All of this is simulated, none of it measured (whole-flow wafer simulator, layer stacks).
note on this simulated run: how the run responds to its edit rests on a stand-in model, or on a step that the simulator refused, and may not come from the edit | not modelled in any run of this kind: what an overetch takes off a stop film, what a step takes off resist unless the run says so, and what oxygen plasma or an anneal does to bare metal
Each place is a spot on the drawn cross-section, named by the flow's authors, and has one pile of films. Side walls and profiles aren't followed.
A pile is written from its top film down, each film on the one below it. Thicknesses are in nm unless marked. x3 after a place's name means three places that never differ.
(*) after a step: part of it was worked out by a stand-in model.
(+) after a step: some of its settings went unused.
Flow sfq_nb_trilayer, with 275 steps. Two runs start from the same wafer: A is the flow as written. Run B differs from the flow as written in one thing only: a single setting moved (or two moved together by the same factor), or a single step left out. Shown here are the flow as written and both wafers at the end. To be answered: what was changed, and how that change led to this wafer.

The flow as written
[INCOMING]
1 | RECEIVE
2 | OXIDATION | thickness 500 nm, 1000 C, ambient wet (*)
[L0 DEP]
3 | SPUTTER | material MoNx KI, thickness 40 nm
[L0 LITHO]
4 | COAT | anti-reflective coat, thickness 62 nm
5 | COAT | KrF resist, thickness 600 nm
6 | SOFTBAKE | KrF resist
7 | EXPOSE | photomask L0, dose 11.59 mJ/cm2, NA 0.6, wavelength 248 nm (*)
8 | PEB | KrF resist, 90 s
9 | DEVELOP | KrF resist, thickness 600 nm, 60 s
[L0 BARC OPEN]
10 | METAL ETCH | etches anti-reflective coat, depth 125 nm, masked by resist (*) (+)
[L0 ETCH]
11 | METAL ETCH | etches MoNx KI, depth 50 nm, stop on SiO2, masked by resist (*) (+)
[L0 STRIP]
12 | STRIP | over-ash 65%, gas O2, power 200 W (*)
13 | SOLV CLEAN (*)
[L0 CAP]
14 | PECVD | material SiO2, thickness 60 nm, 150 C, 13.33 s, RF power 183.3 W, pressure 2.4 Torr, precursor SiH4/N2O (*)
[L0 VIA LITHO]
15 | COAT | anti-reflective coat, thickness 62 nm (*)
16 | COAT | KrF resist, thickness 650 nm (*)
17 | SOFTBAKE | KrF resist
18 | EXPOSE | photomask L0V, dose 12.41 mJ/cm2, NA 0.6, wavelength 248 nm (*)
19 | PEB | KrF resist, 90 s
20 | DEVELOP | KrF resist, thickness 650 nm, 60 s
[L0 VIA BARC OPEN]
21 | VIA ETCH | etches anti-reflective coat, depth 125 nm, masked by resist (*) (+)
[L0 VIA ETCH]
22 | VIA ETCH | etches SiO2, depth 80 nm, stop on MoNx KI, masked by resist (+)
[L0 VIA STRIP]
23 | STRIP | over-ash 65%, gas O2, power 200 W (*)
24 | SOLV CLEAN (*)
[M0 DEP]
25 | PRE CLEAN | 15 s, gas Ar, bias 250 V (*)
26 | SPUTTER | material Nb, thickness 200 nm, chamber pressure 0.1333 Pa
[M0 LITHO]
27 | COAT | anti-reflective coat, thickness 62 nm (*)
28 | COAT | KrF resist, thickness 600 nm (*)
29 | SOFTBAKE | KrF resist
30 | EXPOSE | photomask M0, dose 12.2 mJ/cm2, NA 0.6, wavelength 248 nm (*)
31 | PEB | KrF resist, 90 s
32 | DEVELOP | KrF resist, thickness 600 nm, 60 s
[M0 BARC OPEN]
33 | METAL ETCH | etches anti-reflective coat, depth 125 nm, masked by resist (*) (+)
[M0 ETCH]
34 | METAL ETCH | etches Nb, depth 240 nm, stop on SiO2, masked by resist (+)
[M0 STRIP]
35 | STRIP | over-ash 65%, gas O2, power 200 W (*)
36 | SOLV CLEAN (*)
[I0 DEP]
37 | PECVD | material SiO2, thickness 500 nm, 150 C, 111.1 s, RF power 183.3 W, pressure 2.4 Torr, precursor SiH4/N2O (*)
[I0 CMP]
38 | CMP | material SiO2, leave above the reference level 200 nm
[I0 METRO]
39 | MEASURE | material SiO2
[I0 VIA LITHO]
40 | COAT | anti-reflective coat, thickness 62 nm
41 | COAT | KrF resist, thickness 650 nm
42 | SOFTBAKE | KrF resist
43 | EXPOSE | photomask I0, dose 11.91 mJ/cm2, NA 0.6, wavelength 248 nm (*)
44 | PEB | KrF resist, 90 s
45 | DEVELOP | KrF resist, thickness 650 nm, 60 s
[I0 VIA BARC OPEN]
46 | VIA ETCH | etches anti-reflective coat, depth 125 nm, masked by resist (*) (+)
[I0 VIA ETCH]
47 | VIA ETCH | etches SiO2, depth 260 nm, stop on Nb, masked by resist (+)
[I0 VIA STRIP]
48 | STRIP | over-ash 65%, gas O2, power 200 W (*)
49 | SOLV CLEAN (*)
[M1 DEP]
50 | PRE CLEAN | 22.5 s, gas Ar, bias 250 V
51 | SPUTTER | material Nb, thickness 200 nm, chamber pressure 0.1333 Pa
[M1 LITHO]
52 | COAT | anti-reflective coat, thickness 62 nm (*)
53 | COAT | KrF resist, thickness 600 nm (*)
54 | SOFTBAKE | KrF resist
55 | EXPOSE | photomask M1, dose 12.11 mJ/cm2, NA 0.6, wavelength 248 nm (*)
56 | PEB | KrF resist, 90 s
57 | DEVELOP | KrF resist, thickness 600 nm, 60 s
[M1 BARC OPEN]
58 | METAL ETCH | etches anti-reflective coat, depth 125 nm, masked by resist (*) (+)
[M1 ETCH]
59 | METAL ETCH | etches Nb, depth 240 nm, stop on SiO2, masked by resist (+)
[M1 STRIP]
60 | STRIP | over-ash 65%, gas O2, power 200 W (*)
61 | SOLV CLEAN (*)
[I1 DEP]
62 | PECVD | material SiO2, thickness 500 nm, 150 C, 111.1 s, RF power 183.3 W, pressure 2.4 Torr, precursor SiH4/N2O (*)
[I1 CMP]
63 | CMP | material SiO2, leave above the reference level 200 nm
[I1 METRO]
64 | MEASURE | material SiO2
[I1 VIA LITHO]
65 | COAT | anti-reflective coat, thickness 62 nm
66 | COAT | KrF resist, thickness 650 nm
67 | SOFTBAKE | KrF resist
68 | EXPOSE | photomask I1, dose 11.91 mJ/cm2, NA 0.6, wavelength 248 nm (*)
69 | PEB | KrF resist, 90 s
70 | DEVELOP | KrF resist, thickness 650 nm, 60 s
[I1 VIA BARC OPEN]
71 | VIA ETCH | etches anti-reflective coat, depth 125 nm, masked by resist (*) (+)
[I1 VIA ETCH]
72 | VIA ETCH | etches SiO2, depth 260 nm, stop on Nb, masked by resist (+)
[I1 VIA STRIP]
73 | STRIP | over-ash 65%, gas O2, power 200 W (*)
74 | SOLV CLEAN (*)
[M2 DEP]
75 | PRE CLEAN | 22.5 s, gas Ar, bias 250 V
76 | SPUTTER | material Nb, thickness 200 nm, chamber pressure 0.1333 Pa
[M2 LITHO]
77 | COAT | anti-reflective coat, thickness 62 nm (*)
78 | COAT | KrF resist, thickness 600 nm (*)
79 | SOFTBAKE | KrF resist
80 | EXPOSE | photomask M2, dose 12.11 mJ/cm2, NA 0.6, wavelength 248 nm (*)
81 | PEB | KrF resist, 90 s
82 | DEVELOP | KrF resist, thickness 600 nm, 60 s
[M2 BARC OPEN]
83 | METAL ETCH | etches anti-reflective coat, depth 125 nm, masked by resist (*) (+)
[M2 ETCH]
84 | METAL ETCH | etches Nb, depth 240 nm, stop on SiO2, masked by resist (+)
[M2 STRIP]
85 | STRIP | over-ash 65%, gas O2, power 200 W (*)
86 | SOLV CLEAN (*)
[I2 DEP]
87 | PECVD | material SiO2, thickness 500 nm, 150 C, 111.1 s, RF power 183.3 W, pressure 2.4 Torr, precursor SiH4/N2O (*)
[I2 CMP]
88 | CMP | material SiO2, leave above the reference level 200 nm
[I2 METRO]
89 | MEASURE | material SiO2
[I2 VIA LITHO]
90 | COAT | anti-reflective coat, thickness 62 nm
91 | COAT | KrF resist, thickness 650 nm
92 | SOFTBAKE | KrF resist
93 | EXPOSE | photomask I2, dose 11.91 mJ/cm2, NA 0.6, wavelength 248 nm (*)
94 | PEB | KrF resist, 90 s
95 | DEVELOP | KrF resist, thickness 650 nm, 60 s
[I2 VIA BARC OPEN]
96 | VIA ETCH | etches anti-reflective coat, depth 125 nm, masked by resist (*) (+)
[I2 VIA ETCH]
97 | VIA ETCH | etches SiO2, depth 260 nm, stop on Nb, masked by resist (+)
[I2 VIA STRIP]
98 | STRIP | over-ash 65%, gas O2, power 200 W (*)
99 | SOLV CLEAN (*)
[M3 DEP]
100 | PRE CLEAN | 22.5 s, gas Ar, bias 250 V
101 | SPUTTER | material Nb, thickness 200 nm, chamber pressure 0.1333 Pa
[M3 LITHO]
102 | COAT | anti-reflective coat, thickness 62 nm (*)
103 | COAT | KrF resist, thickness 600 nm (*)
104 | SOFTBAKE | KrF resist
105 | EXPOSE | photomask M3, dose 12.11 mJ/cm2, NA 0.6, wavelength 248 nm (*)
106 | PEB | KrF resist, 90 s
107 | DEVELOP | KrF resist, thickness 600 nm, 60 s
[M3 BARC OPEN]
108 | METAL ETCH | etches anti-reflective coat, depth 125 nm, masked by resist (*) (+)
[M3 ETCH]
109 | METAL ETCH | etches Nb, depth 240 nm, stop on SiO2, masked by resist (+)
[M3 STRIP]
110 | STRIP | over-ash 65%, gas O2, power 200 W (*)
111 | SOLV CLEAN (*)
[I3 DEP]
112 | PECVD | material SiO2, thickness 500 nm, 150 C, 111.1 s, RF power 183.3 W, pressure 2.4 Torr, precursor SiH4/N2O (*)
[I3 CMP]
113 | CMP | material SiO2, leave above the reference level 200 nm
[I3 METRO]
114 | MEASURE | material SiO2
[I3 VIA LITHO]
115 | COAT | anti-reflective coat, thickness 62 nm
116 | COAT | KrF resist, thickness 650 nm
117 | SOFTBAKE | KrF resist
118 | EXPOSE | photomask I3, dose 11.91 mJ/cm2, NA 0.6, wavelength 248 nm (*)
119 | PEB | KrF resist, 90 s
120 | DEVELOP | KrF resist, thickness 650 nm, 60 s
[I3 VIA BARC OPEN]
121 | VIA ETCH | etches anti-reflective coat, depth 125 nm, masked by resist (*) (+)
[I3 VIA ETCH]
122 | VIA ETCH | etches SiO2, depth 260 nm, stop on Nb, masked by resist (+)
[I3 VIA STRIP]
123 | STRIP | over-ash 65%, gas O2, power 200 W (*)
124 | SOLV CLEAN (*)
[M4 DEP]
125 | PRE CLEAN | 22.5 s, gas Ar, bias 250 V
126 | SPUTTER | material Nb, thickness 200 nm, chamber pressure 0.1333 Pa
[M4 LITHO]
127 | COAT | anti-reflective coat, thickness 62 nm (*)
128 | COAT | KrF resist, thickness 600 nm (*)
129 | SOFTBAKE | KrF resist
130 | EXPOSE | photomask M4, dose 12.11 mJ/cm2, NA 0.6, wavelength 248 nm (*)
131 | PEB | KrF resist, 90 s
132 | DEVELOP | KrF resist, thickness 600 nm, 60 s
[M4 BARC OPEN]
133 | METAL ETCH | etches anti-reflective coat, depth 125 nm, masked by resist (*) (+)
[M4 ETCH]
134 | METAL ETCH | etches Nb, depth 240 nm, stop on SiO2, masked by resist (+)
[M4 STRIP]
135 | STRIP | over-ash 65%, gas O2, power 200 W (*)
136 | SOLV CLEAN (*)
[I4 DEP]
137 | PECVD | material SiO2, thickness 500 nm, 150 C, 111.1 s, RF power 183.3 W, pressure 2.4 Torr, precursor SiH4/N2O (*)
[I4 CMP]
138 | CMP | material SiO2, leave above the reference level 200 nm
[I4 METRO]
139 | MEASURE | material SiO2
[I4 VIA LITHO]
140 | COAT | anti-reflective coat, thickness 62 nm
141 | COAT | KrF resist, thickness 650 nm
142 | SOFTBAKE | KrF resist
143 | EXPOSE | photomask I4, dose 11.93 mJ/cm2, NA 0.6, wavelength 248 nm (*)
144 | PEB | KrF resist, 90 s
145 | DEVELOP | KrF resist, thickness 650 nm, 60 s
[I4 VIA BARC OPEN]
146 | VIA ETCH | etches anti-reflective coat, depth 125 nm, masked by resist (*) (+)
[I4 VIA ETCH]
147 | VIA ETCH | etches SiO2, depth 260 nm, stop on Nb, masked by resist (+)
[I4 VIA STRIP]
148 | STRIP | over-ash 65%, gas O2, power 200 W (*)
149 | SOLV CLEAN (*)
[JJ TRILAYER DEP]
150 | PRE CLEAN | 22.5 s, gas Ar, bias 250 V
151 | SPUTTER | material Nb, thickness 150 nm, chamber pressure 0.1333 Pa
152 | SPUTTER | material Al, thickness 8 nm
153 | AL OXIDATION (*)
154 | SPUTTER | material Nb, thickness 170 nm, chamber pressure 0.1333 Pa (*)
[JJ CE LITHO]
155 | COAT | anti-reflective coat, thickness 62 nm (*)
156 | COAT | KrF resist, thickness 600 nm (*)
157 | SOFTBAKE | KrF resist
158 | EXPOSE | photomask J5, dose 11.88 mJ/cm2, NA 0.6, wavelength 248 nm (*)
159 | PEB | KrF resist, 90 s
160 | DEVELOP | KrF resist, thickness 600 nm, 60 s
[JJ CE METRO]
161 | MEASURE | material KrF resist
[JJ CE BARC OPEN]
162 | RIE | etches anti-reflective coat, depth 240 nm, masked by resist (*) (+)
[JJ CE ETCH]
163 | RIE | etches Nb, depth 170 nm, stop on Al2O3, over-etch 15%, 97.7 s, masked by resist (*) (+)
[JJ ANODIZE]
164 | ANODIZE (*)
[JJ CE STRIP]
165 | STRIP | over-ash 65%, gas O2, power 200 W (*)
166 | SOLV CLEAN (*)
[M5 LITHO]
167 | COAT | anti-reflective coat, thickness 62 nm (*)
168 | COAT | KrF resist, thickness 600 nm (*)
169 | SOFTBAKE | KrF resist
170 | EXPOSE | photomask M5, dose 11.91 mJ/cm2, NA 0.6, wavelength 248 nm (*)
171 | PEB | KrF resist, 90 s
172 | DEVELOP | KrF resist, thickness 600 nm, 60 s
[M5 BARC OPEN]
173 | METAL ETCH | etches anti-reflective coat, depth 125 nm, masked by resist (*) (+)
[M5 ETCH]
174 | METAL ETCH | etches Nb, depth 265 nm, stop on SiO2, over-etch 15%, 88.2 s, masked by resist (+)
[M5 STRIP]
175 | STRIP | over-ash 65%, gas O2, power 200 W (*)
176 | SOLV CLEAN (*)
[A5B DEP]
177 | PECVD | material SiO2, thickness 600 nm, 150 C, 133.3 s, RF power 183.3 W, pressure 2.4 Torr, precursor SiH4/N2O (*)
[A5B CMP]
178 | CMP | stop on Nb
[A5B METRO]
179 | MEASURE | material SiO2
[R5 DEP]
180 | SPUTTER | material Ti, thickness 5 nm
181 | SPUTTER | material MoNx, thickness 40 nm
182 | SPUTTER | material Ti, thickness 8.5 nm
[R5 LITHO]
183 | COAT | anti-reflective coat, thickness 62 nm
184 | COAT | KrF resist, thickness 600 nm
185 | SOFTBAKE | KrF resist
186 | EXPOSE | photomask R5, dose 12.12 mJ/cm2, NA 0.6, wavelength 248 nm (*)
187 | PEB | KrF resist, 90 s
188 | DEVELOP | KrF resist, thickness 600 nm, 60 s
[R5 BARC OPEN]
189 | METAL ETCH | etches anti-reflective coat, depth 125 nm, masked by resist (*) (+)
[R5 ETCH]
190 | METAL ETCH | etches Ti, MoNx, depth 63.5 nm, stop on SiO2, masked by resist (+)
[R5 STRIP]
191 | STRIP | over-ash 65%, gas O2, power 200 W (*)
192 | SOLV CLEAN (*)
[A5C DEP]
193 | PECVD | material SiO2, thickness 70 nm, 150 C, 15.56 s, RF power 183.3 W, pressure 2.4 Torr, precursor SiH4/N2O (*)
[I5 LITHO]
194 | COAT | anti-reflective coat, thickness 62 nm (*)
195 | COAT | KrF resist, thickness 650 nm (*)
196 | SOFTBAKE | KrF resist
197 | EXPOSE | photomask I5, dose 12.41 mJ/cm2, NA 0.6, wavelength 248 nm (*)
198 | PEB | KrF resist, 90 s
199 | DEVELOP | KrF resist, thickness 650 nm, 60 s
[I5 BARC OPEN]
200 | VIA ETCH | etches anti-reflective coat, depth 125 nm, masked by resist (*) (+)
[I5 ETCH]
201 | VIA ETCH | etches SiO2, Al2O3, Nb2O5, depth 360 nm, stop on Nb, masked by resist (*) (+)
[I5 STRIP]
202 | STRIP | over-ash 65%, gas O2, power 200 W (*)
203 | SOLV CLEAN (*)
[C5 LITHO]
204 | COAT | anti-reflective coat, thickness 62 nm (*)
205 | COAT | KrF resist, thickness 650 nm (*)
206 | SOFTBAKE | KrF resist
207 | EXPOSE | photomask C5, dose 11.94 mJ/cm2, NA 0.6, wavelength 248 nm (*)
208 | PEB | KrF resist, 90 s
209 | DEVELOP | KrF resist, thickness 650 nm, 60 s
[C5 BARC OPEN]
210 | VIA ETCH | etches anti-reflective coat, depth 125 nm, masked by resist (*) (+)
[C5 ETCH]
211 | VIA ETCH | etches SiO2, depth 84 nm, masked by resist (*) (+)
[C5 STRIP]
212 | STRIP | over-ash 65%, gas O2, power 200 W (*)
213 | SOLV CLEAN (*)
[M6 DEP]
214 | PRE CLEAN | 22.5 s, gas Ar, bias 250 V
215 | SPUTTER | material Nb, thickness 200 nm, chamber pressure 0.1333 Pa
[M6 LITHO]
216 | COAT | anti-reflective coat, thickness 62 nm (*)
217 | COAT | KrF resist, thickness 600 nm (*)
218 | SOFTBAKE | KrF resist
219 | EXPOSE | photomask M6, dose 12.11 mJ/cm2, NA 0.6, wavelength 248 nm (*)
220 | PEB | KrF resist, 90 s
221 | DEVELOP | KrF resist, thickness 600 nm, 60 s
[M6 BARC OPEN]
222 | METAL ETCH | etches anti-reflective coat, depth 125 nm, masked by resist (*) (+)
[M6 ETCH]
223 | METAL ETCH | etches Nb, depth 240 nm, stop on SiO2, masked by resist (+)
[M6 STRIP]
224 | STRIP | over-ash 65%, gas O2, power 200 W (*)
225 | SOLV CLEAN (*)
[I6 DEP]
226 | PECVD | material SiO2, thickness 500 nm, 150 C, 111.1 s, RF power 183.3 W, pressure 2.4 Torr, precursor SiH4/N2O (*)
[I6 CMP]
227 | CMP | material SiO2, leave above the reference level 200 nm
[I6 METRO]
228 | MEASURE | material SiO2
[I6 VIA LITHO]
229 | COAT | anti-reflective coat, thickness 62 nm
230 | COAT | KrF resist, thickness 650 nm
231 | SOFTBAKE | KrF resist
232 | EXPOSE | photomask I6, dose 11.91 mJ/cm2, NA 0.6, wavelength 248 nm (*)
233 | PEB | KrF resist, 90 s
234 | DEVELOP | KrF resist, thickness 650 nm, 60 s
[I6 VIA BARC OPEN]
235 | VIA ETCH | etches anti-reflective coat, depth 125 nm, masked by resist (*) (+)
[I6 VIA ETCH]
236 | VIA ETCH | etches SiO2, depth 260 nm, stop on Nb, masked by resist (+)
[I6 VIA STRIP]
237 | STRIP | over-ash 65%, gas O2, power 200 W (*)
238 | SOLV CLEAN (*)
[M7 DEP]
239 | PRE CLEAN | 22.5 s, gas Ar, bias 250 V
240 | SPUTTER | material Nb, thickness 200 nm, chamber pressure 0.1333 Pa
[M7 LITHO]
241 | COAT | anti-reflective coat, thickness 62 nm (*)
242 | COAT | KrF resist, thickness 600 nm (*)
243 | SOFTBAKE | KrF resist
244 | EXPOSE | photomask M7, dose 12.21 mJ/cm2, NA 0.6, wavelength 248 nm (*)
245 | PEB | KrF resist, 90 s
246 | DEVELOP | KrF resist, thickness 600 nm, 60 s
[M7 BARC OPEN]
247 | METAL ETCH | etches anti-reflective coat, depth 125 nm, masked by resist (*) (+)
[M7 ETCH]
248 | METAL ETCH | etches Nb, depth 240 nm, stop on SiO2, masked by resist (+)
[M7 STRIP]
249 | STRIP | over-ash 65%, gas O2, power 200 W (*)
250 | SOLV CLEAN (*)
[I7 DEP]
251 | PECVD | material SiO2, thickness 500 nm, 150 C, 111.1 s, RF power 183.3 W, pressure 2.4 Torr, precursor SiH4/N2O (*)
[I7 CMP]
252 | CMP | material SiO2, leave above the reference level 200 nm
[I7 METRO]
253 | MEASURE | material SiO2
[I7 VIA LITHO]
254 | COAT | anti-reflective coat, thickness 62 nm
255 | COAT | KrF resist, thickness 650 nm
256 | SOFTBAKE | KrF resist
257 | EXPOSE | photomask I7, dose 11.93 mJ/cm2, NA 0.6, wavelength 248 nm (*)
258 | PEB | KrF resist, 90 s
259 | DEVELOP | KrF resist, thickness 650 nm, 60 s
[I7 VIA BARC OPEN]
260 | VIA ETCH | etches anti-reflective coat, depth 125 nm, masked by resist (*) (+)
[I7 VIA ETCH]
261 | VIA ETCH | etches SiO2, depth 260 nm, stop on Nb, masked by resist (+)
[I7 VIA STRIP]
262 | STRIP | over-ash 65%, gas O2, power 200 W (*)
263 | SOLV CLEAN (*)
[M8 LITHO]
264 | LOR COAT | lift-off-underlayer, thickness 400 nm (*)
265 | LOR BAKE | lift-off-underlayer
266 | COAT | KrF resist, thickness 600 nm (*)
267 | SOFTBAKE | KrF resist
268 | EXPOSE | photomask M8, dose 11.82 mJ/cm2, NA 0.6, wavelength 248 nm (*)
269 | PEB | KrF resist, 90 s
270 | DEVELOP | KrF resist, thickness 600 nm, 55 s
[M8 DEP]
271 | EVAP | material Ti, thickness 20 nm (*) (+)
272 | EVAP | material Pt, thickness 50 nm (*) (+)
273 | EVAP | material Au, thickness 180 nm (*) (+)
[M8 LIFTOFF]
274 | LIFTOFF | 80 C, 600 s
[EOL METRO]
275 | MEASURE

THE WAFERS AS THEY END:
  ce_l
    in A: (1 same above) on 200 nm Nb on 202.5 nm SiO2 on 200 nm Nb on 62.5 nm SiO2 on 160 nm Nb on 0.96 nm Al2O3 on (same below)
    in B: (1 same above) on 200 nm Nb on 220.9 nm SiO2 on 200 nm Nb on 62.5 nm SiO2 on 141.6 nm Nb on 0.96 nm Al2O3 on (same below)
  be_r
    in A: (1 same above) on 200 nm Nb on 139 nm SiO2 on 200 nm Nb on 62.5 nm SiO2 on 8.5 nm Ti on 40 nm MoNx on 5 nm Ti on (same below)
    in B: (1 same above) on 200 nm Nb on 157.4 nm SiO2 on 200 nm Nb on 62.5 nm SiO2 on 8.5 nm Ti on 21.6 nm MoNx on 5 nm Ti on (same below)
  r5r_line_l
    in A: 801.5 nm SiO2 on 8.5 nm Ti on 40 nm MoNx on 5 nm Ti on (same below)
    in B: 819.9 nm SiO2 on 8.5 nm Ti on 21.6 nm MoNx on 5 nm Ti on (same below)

The reason: step 181, SPUTTER: thickness 21.6 nm was run, though the flow has thickness 40 nm.
The wafer lets one read it off: be_r has MoNx 21.6, and step 181 as written asks for 40 nm.

How this came from the change, step by step:
  181 | SPUTTER | material MoNx, thickness 40 nm
      field_l, v_sur, via_wl and 103 more: A MoNx gains 40 (new film) | B MoNx gains 21.6 (new film)
  190 | METAL ETCH | etches Ti, MoNx, depth 63.5 nm, stop on SiO2, masked by resist (+)
      field_l, v_sur, via_wl and 92 more: A Ti loses 8.5 (all of it), MoNx loses 40 (all of it), Ti loses 5 (all of it) | B Ti loses 8.5 (all of it), MoNx loses 21.6 (all of it), Ti loses 5 (all of it)
      ce_l, c5j, ce_r, wl_jj: A Ti loses 8.5 (all of it), MoNx loses 40 (all of it), Ti loses 5 (all of it), Nb loses 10 | B Ti loses 8.5 (all of it), MoNx loses 21.6 (all of it), Ti loses 5 (all of it), Nb loses 28.4
  194 | COAT | anti-reflective coat, thickness 62 nm (*)
      wl_j_sl, wl_j_sr: A anti-reflective coat gains 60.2 (new film) | B anti-reflective coat gains 57.2 (new film)
      r5r_spacepad_l, r5r_spacepad_r: A anti-reflective coat gains 84.4 (new film) | B anti-reflective coat gains 76.5 (new film)
      (and at 15 other places as well)
  202 | STRIP | over-ash 65%, gas O2, power 200 W (*)
      wl_j_sl, wl_j_sr: A KrF resist loses 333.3 (all of it), anti-reflective coat loses 60.2 (all of it) | B KrF resist loses 333.4 (all of it), anti-reflective coat loses 57.2 (all of it)
      r5r_spacepad_l, r5r_spacepad_r: A KrF resist loses 335.6 (all of it), anti-reflective coat loses 84.4 (all of it) | B KrF resist loses 334.9 (all of it), anti-reflective coat loses 76.5 (all of it)
      (and at 15 other places as well)
  204 | COAT | anti-reflective coat, thickness 62 nm (*)
      wl_j_sl, wl_j_sr: A anti-reflective coat gains 60.2 (new film) | B anti-reflective coat gains 57.2 (new film)
      r5r_spacepad_l, r5r_spacepad_r: A anti-reflective coat gains 84.4 (new film) | B anti-reflective coat gains 76.5 (new film)
      (and at 15 other places as well)
  210 | VIA ETCH | etches anti-reflective coat, depth 125 nm, masked by resist (*) (+)
      field_l, v_sur, via_wl and 101 more: A KrF resist loses 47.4 | B KrF resist loses 48.6
      c5j: A anti-reflective coat loses 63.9 (all of it), SiO2 loses 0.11 | B anti-reflective coat loses 68.9 (all of it), SiO2 loses 0.09
      (and at 1 other place as well)
  212 | STRIP | over-ash 65%, gas O2, power 200 W (*)
      wl_j_sl, wl_j_sr: A KrF resist loses 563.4 (all of it), anti-reflective coat loses 60.2 (all of it) | B KrF resist loses 562.1 (all of it), anti-reflective coat loses 57.2 (all of it)
      r5r_spacepad_l, r5r_spacepad_r: A KrF resist loses 565.8 (all of it), anti-reflective coat loses 84.4 (all of it) | B KrF resist loses 563.6 (all of it), anti-reflective coat loses 76.5 (all of it)
      (and at 13 other places as well)
  216 | COAT | anti-reflective coat, thickness 62 nm (*)
      r5r_line_l, r5r_line_c, r5r_line_r: A anti-reflective coat gains 50 (new film) | B anti-reflective coat gains 53.2 (new film)
      wl_j_sl, wl_j_sr: A anti-reflective coat gains 60.2 (new film) | B anti-reflective coat gains 57.3 (new film)
      (and at 14 other places as well)
  222 | METAL ETCH | etches anti-reflective coat, depth 125 nm, masked by resist (*) (+)
      r5r_line_l, r5r_line_c, r5r_line_r: A anti-reflective coat loses 50 (all of it) | B anti-reflective coat loses 53.2 (all of it)
      r5r_spacepad_l, r5r_spacepad_r: A anti-reflective coat loses 85.7 (all of it) | B anti-reflective coat loses 77 (all of it)
      (and at 2 other places as well)
  224 | STRIP | over-ash 65%, gas O2, power 200 W (*)
      wl_j_sl, wl_j_sr: A KrF resist loses 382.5 (all of it), anti-reflective coat loses 60.2 (all of it) | B KrF resist loses 382.4 (all of it), anti-reflective coat loses 57.3 (all of it)
      jj_sur: A KrF resist loses 378.5 (all of it), anti-reflective coat loses 56.1 (all of it) | B KrF resist loses 377.4 (all of it), anti-reflective coat loses 52.8 (all of it)
      (and at 9 other places as well)
  226 | PECVD | material SiO2, thickness 500 nm, 150 C, 111.1 s, RF power 183.3 W, pressure 2.4 Torr, precursor SiH4/N2O (*)
      r5r_spacepad_l, r5r_spacepad_r: A SiO2 gains 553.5 | B SiO2 gains 532.6
  227 | CMP | material SiO2, leave above the reference level 200 nm
      ce_l, ce_r, wl_jj: A SiO2 loses 290 | B SiO2 loses 271.6
      be_r, r_sur, r_end: A SiO2 loses 353.5 | B SiO2 loses 335.1
      (and at 7 other places as well)
